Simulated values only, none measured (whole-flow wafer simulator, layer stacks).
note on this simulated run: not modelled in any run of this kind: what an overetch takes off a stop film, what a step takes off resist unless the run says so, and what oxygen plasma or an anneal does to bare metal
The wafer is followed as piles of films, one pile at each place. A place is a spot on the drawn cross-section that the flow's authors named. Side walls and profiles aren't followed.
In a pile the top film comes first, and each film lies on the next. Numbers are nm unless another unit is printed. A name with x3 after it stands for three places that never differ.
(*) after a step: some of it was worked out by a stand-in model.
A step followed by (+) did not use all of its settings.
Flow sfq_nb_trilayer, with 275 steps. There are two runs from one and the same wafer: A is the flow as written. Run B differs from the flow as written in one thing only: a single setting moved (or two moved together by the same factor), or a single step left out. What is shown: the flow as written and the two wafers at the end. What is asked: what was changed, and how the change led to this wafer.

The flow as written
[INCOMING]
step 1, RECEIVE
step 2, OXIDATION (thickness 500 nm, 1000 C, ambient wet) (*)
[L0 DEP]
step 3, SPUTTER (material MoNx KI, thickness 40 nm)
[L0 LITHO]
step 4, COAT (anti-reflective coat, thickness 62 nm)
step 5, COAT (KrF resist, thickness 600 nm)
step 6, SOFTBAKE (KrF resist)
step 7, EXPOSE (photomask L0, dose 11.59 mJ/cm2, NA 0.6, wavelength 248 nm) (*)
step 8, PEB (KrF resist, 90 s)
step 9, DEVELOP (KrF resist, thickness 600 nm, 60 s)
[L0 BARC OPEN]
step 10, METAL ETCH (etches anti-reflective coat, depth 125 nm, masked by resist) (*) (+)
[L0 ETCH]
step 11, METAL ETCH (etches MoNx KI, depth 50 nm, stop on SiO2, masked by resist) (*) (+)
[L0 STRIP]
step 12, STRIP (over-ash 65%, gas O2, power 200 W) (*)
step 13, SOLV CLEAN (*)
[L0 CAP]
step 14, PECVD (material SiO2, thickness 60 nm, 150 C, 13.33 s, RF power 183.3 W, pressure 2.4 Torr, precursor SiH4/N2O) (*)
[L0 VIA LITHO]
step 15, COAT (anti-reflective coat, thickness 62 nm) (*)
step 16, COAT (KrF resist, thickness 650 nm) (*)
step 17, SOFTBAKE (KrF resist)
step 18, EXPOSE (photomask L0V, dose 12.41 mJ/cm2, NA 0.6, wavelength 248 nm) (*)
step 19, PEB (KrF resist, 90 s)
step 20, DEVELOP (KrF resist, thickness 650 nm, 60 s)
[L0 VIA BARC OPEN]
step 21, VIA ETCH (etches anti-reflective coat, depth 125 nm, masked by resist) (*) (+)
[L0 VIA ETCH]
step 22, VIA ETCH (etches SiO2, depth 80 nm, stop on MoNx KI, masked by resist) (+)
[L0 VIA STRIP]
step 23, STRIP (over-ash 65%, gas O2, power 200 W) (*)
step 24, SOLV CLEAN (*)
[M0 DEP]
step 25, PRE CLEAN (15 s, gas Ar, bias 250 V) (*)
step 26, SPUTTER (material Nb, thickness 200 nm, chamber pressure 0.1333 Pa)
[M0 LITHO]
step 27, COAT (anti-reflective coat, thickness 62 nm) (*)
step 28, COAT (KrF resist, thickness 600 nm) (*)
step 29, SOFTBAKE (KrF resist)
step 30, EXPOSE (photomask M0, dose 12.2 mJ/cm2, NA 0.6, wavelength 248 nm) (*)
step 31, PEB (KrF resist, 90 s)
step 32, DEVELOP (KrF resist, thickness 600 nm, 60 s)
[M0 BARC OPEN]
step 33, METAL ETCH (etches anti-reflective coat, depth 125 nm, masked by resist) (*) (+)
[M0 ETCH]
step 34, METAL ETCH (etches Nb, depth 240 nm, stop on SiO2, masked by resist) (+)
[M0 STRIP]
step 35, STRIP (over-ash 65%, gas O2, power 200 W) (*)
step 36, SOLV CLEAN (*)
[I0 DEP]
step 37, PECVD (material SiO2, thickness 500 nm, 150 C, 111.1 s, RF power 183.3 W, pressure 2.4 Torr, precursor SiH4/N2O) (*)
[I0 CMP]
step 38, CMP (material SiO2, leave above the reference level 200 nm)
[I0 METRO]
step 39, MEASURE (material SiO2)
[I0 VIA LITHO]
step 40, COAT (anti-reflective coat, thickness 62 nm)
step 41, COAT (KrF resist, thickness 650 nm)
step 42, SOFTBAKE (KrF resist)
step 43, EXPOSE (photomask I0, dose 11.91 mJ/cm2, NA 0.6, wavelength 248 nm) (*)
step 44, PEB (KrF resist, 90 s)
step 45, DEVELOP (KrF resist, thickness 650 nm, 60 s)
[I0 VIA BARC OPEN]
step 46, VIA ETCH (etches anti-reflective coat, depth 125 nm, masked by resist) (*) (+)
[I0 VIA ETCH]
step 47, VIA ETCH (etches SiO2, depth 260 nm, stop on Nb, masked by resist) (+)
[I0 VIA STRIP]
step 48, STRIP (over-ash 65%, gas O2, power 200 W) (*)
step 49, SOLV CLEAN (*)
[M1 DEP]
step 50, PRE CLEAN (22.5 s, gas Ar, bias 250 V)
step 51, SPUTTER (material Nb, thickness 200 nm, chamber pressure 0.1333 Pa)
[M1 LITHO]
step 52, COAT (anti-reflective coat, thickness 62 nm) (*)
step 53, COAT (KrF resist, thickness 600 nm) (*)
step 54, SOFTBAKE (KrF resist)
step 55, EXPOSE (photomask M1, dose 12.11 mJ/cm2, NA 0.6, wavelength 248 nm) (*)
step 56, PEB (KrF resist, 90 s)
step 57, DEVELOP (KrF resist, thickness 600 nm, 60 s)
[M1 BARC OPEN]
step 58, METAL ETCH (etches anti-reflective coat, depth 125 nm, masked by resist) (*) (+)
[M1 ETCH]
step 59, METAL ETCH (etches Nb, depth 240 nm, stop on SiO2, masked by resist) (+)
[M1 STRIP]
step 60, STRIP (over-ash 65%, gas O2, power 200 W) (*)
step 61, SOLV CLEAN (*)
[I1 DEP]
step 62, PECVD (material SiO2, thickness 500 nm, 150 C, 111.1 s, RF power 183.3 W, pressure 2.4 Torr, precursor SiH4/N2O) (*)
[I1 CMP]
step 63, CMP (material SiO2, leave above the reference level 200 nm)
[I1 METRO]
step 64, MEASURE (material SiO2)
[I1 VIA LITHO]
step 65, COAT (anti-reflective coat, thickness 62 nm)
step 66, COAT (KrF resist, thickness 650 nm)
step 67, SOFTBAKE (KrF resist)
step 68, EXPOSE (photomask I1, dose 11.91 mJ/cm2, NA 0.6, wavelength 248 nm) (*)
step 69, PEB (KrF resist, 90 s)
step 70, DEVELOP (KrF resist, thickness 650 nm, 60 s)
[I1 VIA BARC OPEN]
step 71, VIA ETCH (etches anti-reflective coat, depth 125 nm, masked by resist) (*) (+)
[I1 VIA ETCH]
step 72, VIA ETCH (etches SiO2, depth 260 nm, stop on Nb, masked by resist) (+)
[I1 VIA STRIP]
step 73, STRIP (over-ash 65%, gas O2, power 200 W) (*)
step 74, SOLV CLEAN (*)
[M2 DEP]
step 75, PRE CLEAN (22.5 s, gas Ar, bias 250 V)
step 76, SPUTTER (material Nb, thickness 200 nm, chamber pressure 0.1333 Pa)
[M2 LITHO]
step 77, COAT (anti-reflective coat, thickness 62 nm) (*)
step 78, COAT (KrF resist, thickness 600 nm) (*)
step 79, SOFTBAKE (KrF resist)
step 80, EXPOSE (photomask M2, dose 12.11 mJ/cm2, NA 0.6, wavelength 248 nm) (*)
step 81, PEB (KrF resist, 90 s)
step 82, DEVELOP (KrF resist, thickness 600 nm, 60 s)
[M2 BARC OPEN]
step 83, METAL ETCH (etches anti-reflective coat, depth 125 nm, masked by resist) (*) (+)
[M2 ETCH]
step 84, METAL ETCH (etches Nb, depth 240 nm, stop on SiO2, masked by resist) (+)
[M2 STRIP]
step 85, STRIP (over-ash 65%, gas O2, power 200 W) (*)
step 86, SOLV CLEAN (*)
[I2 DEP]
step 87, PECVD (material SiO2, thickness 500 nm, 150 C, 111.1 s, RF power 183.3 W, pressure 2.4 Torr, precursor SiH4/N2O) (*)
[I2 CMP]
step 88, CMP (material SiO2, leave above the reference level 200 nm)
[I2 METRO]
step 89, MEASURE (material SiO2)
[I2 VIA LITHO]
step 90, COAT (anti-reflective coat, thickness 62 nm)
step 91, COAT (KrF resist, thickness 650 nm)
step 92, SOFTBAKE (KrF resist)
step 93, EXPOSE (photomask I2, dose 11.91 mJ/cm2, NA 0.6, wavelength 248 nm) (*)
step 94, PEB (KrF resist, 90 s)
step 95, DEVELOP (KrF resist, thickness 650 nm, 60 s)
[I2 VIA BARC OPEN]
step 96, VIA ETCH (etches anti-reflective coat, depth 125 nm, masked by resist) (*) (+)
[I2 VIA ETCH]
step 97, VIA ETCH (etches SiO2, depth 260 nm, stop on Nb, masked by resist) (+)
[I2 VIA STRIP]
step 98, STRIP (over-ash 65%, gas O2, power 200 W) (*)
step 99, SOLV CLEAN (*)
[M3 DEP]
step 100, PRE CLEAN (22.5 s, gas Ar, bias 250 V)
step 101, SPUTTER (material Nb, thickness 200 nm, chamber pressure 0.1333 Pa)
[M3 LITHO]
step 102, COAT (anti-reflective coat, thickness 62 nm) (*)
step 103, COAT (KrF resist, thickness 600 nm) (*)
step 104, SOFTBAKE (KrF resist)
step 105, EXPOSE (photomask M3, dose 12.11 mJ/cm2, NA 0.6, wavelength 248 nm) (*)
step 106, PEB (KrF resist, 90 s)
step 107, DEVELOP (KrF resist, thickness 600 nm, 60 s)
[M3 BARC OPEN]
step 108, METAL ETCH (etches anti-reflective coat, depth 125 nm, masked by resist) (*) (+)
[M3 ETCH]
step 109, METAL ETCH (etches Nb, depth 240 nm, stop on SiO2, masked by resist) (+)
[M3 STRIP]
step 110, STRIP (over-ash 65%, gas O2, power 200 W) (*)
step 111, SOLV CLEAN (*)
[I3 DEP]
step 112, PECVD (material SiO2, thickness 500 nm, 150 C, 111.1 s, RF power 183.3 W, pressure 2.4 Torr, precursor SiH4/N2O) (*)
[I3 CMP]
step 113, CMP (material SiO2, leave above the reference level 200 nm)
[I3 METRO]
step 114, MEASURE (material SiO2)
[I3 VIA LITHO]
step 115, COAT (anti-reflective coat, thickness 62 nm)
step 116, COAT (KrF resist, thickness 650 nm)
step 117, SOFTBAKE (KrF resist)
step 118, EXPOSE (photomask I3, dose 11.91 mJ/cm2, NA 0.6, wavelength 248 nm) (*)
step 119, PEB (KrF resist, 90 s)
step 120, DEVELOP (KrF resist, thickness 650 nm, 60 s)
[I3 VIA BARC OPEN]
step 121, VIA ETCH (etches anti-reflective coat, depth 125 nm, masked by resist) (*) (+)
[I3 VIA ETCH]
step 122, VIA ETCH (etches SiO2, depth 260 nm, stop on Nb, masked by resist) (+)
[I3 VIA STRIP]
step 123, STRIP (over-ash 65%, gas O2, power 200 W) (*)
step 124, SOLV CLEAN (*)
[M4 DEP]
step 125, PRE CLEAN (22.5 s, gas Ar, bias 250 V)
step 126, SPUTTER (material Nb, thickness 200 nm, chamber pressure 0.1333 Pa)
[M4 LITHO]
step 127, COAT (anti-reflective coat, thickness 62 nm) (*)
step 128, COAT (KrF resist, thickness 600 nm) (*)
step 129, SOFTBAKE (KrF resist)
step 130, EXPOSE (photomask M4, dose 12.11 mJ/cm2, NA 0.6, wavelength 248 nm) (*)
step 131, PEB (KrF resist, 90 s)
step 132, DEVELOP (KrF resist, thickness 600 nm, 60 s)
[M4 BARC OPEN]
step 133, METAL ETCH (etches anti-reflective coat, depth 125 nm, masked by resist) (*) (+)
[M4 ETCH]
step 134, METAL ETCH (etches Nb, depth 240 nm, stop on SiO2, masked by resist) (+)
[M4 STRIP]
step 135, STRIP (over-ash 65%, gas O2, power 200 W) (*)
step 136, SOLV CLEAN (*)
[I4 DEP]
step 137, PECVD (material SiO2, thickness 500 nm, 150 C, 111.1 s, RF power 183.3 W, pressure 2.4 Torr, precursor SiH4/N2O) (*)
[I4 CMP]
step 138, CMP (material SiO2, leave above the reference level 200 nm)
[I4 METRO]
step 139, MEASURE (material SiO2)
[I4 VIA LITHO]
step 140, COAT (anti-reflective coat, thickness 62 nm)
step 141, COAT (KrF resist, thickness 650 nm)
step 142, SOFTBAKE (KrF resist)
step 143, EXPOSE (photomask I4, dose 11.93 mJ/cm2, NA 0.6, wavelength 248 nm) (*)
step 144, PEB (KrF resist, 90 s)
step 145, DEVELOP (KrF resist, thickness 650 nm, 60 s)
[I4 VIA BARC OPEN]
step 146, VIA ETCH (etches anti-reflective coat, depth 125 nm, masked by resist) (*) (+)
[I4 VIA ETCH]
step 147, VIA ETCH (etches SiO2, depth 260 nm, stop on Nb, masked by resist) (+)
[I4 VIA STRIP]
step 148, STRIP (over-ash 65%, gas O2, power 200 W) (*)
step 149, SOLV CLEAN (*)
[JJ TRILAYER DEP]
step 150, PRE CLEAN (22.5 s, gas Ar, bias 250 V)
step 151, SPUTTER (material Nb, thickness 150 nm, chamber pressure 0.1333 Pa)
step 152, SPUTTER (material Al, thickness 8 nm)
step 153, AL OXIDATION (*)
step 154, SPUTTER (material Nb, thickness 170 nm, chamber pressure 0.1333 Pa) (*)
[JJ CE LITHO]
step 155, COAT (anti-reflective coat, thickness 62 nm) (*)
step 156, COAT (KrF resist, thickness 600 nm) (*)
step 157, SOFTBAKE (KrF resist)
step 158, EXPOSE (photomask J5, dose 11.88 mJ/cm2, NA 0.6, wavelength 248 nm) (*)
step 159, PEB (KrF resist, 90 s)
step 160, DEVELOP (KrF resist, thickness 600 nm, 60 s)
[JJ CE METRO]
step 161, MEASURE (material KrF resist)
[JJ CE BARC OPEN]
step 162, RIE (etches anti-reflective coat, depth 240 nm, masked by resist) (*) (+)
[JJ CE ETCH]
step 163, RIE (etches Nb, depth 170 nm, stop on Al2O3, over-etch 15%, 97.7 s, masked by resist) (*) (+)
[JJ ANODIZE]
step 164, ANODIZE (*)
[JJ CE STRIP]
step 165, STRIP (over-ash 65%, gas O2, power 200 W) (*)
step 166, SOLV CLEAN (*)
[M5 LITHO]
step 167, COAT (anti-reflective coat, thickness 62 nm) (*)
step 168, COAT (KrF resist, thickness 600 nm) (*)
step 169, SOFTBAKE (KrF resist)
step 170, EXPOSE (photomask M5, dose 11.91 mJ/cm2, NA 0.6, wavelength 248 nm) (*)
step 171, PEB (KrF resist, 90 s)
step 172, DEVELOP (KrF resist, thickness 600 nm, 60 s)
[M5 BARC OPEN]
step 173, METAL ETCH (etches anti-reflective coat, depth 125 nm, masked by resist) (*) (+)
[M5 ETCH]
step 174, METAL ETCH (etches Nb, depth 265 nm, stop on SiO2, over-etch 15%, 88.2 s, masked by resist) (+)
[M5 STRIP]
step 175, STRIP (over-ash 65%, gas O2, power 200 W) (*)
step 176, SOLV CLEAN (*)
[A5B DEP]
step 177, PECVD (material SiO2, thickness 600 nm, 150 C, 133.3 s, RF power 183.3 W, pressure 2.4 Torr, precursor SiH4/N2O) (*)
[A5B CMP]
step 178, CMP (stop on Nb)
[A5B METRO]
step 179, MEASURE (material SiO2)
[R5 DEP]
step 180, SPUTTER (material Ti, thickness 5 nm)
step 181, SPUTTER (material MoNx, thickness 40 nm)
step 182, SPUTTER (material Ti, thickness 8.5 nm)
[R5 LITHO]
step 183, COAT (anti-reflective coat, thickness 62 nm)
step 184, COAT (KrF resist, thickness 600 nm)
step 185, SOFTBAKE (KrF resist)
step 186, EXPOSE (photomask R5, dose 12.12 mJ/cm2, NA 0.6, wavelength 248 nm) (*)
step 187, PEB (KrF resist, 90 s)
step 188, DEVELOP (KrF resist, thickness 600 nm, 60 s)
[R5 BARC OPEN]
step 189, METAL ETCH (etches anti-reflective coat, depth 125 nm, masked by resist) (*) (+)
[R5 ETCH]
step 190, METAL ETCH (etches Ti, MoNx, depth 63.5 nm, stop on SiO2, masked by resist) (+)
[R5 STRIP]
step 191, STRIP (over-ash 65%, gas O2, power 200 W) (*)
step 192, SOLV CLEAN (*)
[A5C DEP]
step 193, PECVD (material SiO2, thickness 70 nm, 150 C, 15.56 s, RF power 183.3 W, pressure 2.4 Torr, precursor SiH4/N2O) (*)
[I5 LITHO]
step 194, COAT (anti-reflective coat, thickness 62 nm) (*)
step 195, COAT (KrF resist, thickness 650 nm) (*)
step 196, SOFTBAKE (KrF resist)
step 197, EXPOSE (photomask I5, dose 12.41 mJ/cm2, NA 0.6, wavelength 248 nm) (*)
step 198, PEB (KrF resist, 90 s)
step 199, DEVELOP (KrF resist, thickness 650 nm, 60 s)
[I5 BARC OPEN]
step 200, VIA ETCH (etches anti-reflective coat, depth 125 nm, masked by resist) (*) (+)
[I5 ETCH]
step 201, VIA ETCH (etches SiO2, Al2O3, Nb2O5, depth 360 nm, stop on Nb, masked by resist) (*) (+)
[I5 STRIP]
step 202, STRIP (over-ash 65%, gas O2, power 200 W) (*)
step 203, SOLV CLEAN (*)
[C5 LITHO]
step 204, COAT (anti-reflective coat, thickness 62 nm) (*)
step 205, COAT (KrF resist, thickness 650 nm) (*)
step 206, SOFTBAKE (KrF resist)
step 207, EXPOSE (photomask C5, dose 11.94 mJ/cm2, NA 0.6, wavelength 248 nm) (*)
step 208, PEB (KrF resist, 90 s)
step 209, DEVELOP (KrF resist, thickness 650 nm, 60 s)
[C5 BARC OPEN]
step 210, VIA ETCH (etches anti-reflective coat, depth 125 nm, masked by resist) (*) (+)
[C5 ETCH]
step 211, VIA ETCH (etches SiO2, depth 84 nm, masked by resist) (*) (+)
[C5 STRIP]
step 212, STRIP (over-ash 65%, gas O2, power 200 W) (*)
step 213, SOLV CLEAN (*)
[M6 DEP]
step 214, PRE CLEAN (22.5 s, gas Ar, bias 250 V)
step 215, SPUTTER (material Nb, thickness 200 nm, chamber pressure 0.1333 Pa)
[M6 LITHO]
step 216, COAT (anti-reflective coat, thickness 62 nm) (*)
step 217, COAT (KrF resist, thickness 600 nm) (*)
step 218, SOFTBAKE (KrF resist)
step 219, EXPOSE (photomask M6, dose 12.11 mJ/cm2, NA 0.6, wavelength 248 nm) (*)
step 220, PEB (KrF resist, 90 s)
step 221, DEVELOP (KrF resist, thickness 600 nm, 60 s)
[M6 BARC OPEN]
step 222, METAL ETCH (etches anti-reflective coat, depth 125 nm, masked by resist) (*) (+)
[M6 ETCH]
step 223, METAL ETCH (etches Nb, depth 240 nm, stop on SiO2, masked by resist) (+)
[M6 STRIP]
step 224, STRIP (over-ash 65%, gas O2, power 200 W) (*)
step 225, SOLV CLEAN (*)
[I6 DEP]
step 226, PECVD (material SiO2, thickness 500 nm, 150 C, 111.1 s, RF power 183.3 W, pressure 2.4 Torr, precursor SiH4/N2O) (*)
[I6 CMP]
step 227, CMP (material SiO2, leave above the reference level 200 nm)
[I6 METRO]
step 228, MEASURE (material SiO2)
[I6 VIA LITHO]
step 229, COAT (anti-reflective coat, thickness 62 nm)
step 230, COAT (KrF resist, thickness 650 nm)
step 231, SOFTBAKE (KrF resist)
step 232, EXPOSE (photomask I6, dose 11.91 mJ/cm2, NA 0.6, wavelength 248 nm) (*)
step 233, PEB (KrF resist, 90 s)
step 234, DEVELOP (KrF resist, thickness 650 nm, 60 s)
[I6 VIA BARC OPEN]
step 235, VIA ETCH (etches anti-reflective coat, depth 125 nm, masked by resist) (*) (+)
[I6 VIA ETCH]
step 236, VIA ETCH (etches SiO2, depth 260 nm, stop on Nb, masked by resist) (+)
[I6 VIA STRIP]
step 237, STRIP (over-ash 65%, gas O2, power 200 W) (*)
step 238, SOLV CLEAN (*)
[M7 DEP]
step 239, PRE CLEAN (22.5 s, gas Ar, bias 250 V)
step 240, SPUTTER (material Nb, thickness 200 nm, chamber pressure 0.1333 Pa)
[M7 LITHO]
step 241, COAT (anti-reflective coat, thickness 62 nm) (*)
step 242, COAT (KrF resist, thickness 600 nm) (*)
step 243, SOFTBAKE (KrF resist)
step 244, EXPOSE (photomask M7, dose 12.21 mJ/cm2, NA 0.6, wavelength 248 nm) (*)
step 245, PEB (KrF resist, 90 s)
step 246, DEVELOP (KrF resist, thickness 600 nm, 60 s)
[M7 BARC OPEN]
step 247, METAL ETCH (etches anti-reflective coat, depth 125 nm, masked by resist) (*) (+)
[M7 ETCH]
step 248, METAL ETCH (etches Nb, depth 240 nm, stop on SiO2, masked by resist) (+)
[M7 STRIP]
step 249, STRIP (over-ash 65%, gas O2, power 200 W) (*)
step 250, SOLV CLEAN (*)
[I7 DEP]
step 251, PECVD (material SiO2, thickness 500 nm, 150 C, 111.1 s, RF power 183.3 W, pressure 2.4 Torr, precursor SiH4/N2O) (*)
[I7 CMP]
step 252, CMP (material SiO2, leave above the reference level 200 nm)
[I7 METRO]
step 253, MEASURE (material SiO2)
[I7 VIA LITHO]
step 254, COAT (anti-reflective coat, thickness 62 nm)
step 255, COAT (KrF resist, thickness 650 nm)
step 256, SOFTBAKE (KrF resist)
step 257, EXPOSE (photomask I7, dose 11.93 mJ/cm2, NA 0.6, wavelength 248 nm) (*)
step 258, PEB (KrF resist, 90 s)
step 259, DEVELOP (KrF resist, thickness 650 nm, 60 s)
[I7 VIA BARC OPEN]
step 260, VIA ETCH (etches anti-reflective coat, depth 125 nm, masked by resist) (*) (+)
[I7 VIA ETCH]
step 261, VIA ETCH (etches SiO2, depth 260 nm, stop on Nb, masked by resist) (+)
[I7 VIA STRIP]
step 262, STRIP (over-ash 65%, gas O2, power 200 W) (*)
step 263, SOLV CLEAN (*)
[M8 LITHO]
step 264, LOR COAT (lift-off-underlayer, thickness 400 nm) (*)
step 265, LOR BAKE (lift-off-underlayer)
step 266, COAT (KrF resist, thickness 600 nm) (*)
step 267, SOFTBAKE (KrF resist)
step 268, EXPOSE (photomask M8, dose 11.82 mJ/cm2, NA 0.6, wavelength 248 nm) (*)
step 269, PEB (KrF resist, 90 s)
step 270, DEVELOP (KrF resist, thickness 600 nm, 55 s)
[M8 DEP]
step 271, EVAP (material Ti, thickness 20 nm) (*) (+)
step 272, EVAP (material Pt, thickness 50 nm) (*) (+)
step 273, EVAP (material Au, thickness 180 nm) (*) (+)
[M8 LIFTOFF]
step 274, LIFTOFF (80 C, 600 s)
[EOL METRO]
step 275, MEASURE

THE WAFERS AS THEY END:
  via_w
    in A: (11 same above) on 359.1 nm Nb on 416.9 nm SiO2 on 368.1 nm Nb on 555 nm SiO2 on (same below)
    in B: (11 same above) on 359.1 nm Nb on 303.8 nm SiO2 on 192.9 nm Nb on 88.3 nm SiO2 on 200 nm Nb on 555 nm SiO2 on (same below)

The reason: step 47, VIA ETCH: depth 104 nm was run, whereas the flow has depth 260 nm.

Step by step, how the change led to this:
  step 47, VIA ETCH (etches SiO2, depth 260 nm, stop on Nb, masked by resist) (+)
      via_w: A SiO2 loses 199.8 (all of it) | B SiO2 loses 104
      field_l, v_sur, via_wl and 102 more: A KrF resist loses 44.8 | B KrF resist loses 17.9
  step 48, STRIP (over-ash 65%, gas O2, power 200 W) (*)
      field_l, v_sur, via_wl and 102 more: A KrF resist loses 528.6 (all of it), anti-reflective coat loses 62 (all of it) | B KrF resist loses 555.5 (all of it), anti-reflective coat loses 62 (all of it)
  step 50, PRE CLEAN (22.5 s, gas Ar, bias 250 V)
      via_w: A Nb loses 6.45 | B SiO2 loses 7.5
  step 51, SPUTTER (material Nb, thickness 200 nm, chamber pressure 0.1333 Pa)
      via_w: A Nb gains 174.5 | B Nb gains 192.9 (new film)
  step 52, COAT (anti-reflective coat, thickness 62 nm) (*)
      v_sur: A anti-reflective coat gains 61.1 (new film) | B anti-reflective coat gains 57.2 (new film)
      via_w: A anti-reflective coat gains 123.1 (new film) | B anti-reflective coat gains 105.1 (new film)
      (and at 1 other place as well)
  step 53, COAT (KrF resist, thickness 600 nm) (*)
      via_w: A KrF resist gains 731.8 (new film) | B KrF resist gains 651.4 (new film)
  step 60, STRIP (over-ash 65%, gas O2, power 200 W) (*)
      v_sur: A KrF resist loses 365.9 (all of it), anti-reflective coat loses 61.1 (all of it) | B KrF resist loses 377.1 (all of it), anti-reflective coat loses 57.2 (all of it)
      via_wl: A KrF resist loses 385.5 (all of it), anti-reflective coat loses 33.8 (all of it) | B KrF resist loses 396 (all of it), anti-reflective coat loses 34.4 (all of it)
      (and at 3 other places as well)
  step 62, PECVD (material SiO2, thickness 500 nm, 150 C, 111.1 s, RF power 183.3 W, pressure 2.4 Torr, precursor SiH4/N2O) (*)
      via_w: A SiO2 gains 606 (new film) | B SiO2 gains 500 (new film)
  step 63, CMP (material SiO2, leave above the reference level 200 nm)
      via_w: A SiO2 loses 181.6 | B SiO2 loses 188.7
With metal films that touch counted as one body, via_w has 6 bodies (between them, from the top down: SiO2 192.5; SiO2 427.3 / Al2O3 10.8 / Nb2O5 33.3; SiO2 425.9; SiO2 303.8; SiO2 88.3); the flow as written gives 5 bodies (between them, from the top down: SiO2 192.5; SiO2 427.3 / Al2O3 10.8 / Nb2O5 33.3; SiO2 425.9; SiO2 416.9).
